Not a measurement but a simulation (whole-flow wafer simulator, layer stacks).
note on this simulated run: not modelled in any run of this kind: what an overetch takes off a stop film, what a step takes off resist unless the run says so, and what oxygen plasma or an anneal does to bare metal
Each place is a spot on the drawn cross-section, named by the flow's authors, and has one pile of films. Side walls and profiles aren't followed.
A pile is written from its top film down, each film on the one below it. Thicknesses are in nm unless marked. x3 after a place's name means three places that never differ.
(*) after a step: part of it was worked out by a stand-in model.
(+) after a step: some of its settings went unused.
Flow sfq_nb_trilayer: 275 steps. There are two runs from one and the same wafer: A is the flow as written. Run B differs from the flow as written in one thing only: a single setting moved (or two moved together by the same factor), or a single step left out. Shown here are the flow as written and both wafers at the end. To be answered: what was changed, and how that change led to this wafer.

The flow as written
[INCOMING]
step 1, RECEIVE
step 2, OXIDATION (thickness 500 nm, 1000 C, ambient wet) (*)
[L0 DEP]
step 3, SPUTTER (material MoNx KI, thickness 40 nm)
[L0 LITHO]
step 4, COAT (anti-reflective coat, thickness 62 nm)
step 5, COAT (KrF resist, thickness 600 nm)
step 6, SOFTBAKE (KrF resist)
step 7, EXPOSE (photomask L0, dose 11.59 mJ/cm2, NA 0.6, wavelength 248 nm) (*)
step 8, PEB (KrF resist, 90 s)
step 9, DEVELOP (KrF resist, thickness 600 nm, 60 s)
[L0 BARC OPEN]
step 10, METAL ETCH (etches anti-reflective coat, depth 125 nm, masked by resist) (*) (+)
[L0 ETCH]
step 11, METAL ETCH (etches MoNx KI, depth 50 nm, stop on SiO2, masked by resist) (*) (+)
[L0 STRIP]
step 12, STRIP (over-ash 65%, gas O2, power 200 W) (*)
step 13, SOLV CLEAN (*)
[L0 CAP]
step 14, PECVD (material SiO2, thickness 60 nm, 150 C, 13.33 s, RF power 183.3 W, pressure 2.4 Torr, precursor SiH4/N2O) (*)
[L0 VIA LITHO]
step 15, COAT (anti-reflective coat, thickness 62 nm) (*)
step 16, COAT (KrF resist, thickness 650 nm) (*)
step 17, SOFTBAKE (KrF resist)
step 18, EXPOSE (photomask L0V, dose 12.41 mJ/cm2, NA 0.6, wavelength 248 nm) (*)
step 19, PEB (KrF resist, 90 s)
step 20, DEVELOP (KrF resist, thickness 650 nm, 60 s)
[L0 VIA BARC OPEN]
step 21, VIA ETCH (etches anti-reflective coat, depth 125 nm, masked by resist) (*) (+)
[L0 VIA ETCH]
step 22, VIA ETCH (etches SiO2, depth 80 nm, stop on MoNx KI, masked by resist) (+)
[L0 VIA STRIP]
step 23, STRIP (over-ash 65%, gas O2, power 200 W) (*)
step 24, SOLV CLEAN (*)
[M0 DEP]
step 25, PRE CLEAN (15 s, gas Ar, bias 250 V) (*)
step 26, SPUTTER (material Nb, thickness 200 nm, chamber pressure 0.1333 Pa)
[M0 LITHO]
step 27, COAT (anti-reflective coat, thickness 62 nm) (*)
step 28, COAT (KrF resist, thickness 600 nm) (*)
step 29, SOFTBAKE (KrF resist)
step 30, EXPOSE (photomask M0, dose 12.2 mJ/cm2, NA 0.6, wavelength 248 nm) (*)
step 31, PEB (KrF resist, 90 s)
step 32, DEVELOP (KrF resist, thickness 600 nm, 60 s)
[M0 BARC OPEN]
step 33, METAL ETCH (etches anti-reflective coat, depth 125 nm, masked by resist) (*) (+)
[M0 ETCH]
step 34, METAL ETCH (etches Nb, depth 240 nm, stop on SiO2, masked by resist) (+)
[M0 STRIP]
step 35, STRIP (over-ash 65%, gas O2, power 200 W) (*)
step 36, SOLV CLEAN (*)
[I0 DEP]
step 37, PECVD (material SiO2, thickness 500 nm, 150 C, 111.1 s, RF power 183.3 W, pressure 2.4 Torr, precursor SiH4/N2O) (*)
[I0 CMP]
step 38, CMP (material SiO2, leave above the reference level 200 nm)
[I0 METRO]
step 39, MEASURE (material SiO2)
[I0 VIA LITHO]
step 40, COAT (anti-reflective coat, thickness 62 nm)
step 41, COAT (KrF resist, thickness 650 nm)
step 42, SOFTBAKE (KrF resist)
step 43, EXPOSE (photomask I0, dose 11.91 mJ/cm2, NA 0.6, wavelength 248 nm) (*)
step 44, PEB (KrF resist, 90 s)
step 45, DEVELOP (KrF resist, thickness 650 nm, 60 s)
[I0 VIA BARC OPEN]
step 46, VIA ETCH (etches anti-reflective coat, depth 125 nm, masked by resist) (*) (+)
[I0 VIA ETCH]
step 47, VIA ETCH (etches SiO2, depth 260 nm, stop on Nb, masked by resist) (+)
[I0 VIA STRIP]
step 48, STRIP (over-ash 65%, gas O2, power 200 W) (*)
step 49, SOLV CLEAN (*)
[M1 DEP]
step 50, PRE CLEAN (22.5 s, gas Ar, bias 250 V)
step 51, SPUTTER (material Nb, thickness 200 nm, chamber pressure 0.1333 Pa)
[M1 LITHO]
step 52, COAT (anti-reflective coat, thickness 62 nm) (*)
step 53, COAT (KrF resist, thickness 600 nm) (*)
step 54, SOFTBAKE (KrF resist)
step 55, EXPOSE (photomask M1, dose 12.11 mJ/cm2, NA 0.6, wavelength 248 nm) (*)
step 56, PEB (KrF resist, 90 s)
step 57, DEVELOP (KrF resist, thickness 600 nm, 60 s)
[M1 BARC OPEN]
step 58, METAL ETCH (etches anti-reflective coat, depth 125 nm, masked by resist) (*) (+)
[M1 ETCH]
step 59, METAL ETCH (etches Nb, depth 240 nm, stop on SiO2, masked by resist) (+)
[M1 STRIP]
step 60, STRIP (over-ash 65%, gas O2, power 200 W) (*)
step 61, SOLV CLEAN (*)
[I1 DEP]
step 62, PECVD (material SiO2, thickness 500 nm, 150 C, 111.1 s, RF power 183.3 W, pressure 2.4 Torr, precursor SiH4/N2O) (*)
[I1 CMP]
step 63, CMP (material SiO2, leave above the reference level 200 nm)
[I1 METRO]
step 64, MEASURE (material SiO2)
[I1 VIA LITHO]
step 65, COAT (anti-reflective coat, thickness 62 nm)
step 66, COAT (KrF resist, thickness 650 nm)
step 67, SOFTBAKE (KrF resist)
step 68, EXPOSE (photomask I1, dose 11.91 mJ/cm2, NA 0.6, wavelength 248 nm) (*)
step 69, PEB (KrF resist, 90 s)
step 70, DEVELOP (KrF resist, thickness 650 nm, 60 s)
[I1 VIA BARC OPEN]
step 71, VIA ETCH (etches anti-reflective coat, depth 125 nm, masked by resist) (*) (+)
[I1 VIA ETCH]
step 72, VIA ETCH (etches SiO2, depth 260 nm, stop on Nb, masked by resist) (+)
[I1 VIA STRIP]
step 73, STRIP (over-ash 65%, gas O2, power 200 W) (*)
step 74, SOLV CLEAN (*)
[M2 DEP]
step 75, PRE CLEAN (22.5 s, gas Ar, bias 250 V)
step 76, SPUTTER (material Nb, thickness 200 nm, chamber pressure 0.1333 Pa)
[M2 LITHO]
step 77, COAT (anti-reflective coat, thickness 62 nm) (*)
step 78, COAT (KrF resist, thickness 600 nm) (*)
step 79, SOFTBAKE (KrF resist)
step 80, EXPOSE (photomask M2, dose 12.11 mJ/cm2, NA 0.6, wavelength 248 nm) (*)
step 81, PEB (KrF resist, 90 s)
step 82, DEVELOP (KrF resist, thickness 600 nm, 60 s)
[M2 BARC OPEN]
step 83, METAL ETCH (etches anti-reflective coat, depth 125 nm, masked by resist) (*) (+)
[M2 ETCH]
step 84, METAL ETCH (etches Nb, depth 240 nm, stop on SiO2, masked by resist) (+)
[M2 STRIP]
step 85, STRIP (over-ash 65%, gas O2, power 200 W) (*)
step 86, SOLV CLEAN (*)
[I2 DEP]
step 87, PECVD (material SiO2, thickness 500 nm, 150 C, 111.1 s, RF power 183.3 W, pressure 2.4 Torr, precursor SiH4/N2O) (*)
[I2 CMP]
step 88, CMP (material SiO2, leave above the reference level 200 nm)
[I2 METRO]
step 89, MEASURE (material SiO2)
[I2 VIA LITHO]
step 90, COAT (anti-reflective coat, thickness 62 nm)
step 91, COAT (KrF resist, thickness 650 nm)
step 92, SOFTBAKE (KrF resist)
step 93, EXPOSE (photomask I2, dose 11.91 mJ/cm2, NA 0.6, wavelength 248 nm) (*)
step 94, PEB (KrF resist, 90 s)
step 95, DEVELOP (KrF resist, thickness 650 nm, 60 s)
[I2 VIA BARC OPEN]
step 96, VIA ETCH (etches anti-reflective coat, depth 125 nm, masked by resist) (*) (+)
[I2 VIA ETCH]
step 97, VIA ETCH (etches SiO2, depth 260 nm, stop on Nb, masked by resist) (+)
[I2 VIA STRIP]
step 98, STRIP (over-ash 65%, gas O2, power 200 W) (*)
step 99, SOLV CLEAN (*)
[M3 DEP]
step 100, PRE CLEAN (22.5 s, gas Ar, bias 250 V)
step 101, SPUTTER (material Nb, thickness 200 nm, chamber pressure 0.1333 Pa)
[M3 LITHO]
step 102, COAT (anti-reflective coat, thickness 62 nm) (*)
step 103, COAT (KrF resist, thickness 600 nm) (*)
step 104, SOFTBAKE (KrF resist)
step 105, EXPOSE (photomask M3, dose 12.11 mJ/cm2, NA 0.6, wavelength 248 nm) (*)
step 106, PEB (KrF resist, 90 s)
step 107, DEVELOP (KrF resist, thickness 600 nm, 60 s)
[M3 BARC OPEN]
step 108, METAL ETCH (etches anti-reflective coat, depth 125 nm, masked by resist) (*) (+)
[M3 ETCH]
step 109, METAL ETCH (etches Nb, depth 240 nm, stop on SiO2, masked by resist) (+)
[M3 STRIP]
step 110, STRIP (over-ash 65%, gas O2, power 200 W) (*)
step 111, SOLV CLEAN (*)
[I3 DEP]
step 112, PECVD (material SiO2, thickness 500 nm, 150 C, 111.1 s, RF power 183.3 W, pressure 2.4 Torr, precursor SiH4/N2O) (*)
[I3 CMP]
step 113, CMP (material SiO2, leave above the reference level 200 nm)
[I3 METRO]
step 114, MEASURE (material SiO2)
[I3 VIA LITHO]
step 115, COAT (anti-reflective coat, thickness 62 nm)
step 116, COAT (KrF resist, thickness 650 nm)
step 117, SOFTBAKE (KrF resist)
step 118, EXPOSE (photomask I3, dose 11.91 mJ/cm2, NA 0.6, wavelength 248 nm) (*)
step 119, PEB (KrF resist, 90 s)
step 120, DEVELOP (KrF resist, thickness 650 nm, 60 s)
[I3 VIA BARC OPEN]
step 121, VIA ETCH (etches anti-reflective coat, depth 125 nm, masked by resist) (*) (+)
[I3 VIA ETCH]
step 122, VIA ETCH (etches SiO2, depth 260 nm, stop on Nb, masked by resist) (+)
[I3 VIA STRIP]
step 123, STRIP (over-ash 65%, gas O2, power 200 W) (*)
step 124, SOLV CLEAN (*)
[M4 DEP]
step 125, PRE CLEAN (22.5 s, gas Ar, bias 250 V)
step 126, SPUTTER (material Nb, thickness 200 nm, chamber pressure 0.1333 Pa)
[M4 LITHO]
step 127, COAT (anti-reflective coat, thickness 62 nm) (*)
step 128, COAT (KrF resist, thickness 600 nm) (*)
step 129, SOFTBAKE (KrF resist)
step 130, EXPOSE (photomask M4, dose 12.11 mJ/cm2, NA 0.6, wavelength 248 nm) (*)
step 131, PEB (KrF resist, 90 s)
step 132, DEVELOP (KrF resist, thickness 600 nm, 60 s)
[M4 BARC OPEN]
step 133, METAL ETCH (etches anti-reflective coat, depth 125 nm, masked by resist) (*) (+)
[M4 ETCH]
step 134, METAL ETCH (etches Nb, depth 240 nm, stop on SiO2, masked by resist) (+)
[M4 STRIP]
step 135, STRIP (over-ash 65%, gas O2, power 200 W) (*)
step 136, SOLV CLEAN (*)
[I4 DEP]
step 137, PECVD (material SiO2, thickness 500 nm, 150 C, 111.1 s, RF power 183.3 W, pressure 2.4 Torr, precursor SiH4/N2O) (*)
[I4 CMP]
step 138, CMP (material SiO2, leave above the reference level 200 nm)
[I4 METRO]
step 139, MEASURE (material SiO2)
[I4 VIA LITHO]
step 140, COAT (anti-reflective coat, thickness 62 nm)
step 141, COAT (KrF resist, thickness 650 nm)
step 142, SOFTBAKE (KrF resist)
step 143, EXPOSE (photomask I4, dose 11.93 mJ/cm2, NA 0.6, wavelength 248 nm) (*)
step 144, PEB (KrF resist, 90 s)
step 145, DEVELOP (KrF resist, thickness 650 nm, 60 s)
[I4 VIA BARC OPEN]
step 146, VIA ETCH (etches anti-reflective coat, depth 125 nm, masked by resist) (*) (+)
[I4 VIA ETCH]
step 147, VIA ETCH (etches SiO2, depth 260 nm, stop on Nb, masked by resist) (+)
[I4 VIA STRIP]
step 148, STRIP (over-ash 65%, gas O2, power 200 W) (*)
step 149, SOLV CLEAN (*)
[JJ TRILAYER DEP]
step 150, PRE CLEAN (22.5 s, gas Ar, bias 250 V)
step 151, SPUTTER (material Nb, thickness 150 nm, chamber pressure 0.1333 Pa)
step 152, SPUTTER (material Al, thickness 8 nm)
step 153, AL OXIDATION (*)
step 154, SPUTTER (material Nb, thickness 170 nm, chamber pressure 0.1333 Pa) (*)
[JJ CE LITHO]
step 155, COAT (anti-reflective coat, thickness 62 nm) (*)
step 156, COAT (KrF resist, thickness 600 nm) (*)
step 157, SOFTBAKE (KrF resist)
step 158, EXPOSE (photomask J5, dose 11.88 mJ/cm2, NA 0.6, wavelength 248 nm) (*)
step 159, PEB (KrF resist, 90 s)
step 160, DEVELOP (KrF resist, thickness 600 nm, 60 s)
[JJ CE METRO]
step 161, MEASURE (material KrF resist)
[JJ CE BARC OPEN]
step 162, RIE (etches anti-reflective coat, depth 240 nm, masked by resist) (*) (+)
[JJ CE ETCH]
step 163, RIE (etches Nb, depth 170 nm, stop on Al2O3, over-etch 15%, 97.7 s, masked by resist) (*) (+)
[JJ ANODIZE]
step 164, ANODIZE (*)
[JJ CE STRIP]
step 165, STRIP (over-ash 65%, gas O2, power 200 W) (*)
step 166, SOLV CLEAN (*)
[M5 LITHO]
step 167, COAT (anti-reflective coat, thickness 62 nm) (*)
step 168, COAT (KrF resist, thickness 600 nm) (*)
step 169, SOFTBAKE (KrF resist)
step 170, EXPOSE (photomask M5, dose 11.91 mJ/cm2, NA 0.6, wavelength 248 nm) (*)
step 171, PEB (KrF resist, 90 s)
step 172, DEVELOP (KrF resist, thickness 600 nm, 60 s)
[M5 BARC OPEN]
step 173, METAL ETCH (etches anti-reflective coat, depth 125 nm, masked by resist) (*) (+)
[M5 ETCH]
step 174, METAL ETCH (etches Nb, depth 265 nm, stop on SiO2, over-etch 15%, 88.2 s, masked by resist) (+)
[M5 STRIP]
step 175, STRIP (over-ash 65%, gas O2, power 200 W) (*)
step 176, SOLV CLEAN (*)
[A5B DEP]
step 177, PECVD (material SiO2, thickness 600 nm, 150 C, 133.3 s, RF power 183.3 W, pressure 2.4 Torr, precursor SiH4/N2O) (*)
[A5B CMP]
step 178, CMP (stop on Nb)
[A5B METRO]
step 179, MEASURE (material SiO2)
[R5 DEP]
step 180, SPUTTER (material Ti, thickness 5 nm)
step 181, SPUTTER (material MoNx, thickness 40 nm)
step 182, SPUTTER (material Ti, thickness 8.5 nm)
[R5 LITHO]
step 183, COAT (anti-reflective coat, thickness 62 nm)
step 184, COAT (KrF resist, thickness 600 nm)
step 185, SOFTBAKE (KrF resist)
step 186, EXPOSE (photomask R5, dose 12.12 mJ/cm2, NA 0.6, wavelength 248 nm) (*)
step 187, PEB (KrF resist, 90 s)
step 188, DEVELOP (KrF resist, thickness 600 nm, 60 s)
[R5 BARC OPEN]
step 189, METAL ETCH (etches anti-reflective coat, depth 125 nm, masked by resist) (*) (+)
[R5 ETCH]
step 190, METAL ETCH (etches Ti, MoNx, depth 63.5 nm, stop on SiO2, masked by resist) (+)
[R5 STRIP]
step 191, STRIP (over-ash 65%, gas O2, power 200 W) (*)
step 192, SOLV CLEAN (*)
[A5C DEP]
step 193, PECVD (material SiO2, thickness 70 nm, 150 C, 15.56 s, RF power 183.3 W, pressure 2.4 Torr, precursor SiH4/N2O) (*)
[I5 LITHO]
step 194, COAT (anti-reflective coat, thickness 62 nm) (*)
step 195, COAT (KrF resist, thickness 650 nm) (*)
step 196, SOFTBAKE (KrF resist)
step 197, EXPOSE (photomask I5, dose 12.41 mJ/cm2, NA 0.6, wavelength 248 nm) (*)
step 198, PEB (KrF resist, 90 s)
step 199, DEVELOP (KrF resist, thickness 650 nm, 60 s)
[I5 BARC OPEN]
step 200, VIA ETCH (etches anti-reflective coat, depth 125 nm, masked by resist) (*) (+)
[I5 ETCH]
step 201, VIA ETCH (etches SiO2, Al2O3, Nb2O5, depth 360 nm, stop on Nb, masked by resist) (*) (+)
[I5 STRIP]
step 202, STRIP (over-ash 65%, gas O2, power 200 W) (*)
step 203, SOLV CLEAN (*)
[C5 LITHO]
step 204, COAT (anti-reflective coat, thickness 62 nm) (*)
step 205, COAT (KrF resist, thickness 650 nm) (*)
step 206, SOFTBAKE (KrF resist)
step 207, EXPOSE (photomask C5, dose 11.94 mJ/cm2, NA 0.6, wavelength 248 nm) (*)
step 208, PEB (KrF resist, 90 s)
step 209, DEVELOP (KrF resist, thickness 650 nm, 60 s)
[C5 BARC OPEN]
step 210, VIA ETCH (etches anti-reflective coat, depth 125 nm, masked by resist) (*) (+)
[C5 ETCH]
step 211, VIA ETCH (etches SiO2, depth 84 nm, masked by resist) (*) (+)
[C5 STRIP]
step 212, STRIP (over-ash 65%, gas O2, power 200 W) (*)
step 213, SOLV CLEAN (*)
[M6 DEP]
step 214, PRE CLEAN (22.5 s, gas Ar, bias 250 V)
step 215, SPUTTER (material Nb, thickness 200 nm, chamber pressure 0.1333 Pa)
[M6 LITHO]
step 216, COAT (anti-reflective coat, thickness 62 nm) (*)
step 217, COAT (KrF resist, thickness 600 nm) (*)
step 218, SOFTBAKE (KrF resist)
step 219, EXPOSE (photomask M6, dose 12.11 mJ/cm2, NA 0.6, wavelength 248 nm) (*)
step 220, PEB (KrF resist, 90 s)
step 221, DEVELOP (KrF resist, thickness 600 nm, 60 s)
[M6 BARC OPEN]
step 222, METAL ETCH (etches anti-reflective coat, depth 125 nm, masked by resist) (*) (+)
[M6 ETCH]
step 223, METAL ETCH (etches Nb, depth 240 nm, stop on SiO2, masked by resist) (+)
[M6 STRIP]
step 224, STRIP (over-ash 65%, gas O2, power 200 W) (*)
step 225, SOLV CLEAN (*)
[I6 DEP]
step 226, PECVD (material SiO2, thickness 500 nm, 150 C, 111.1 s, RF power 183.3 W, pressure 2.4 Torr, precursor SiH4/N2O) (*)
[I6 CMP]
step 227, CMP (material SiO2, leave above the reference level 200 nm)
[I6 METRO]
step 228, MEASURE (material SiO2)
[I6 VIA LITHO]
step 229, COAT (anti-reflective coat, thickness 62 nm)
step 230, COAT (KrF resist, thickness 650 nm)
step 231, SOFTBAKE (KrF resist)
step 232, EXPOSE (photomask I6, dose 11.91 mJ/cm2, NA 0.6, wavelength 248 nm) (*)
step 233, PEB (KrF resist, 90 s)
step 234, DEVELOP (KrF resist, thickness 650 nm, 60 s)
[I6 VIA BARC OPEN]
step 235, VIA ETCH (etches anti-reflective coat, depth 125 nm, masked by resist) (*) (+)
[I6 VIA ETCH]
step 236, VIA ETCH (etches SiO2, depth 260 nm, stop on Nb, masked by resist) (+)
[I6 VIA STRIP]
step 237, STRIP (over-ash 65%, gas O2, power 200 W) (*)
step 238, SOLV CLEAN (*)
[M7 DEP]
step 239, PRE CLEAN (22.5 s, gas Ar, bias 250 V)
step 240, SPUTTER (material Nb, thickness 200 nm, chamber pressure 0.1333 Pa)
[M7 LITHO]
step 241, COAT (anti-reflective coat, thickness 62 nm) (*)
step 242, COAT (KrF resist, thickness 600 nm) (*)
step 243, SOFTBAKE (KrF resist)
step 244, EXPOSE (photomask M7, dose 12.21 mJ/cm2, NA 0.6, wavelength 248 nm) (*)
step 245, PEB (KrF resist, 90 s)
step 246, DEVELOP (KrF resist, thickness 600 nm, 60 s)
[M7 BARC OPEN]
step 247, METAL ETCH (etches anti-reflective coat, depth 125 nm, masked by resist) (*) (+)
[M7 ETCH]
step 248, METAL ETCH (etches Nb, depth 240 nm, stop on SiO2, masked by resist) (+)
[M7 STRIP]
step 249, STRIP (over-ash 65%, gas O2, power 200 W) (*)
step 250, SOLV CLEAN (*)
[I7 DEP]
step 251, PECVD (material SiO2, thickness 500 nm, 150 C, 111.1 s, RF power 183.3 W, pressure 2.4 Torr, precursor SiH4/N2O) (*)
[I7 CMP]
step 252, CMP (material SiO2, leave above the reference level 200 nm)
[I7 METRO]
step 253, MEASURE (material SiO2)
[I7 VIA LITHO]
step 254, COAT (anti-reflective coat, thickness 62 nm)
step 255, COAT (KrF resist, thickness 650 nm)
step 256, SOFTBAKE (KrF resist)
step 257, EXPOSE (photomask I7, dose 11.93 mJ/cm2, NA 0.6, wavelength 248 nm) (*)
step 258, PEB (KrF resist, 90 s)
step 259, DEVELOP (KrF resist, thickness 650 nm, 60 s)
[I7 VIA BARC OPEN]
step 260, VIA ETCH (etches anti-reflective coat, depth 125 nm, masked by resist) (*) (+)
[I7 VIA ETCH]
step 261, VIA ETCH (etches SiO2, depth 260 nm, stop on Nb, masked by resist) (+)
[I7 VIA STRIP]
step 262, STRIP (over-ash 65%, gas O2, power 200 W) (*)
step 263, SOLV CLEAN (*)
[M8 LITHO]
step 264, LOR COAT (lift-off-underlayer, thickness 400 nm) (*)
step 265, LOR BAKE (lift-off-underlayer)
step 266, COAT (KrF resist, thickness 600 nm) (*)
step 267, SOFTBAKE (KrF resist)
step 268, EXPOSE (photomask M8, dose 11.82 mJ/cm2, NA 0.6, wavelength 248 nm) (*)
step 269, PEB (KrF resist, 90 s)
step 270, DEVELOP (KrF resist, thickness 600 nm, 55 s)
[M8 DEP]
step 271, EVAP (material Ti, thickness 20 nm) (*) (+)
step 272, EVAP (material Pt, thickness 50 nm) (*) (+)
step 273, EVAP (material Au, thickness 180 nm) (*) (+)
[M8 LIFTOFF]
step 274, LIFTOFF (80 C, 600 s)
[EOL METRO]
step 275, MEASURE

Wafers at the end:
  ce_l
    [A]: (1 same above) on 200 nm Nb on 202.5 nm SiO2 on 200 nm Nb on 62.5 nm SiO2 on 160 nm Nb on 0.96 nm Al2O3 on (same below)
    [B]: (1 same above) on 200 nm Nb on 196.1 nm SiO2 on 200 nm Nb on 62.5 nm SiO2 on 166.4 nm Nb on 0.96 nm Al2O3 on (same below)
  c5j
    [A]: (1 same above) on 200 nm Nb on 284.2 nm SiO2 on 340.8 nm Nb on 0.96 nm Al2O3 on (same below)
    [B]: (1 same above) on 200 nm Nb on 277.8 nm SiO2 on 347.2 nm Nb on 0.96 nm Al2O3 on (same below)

What caused this: step 190, METAL ETCH: depth 57.1 nm was run, whereas the flow has depth 63.5 nm.

Step by step, how the change led to this:
  step 190, METAL ETCH (etches Ti, MoNx, depth 63.5 nm, stop on SiO2, masked by resist) (+)
      be_r, r_sur, res, r_end, r5r_line_l, r5r_line_c, r5r_line_r: A -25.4 KrF resist | B -22.8 KrF resist
      ce_l, c5j, ce_r, wl_jj: A -8.5 Ti (all of it), -40 MoNx (all of it), -5 Ti (all of it), -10 Nb | B -8.5 Ti (all of it), -40 MoNx (all of it), -5 Ti (all of it), -3.6 Nb
  step 194, COAT (anti-reflective coat, thickness 62 nm) (*)
      ce_l: A +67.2 anti-reflective coat (new film) | B +64.3 anti-reflective coat (new film)
      c5j: A +64.9 anti-reflective coat (new film) | B +63.3 anti-reflective coat (new film)
      (as well as at 3 more places)
  step 202, STRIP (over-ash 65%, gas O2, power 200 W) (*)
      ce_l: A -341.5 KrF resist (all of it), -67.2 anti-reflective coat (all of it) | B -339.2 KrF resist (all of it), -64.3 anti-reflective coat (all of it)
      c5j: A -345.8 KrF resist (all of it), -64.9 anti-reflective coat (all of it) | B -342.4 KrF resist (all of it), -63.3 anti-reflective coat (all of it)
      (as well as at 3 more places)
  step 204, COAT (anti-reflective coat, thickness 62 nm) (*)
      ce_l: A +66 anti-reflective coat (new film) | B +63.1 anti-reflective coat (new film)
      c5j: A +63.9 anti-reflective coat (new film) | B +62.3 anti-reflective coat (new film)
      (as well as at 2 more places)
  step 210, VIA ETCH (etches anti-reflective coat, depth 125 nm, masked by resist) (*) (+)
      c5j: A -63.9 anti-reflective coat (all of it), -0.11 SiO2 | B -62.3 anti-reflective coat (all of it), -0.11 SiO2
  step 212, STRIP (over-ash 65%, gas O2, power 200 W) (*)
      ce_l: A -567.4 KrF resist (all of it), -66 anti-reflective coat (all of it) | B -565.1 KrF resist (all of it), -63.1 anti-reflective coat (all of it)
      ce_r: A -573.7 KrF resist (all of it), -67.2 anti-reflective coat (all of it) | B -571.6 KrF resist (all of it), -64.2 anti-reflective coat (all of it)
      (as well as at 1 more place)
  step 216, COAT (anti-reflective coat, thickness 62 nm) (*)
      jj_sur: A +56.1 anti-reflective coat (new film) | B +57.7 anti-reflective coat (new film)
      ce_l: A +48 anti-reflective coat (new film) | B +46.1 anti-reflective coat (new film)
      (as well as at 3 more places)
  step 224, STRIP (over-ash 65%, gas O2, power 200 W) (*)
      jj_sur: A -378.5 KrF resist (all of it), -56.1 anti-reflective coat (all of it) | B -378.1 KrF resist (all of it), -57.7 anti-reflective coat (all of it)
      ce_l: A -397.1 KrF resist (all of it), -48 anti-reflective coat (all of it) | B -394 KrF resist (all of it), -46.1 anti-reflective coat (all of it)
      (as well as at 3 more places)
  step 227, CMP (material SiO2, leave above the reference level 200 nm)
      ce_l, ce_r, wl_jj: A -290 SiO2 | B -296.4 SiO2
      c5j: A -223 SiO2 | B -229.4 SiO2
